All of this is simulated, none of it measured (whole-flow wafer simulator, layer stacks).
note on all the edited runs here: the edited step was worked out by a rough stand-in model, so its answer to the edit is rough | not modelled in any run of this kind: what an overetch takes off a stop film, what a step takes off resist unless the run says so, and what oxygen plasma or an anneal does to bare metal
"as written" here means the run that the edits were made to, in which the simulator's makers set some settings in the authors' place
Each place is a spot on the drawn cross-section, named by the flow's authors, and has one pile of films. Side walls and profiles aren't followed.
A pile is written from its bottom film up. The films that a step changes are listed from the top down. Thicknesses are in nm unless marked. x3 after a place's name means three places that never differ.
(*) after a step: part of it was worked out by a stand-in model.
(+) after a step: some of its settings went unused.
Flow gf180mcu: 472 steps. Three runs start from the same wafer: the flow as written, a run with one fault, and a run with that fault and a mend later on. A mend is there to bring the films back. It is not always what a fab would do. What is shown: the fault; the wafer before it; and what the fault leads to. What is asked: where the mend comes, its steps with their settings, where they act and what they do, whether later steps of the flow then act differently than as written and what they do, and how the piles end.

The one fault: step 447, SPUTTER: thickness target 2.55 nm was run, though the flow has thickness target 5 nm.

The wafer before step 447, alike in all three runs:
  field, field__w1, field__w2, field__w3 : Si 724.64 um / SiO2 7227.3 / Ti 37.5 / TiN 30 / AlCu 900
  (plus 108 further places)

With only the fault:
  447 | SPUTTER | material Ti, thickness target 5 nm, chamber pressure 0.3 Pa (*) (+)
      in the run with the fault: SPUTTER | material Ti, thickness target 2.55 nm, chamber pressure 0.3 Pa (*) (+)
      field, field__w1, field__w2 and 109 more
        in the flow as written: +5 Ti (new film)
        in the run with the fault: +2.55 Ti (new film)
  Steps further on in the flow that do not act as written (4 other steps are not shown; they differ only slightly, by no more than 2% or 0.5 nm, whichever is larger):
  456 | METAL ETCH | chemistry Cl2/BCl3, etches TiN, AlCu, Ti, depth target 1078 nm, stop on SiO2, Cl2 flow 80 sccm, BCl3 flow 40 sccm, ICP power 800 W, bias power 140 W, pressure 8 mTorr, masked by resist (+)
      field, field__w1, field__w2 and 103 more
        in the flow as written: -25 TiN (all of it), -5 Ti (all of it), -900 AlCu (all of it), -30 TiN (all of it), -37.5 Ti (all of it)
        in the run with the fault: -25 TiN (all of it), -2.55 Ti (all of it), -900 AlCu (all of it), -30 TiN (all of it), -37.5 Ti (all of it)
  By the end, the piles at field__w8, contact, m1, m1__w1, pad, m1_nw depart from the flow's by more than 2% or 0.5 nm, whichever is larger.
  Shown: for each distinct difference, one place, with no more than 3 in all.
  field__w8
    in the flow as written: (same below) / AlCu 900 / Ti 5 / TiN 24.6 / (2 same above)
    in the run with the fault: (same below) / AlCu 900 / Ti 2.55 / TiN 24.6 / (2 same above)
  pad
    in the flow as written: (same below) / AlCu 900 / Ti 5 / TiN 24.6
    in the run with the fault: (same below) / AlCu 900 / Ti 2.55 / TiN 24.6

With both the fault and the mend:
  The mend stands after step 447.
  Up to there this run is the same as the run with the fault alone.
  447a | SPUTTER | material Ti, thickness target 2.45 nm, chamber pressure 0.3 Pa (*) (+) (the flow's step 447 again, with other settings)
      field, field__w1, field__w2 and 109 more
        +2.45 Ti
  None of the later steps of the flow acts differently than as written at any place that is followed.
  By the end, the piles equal the flow's at every place that both follow.
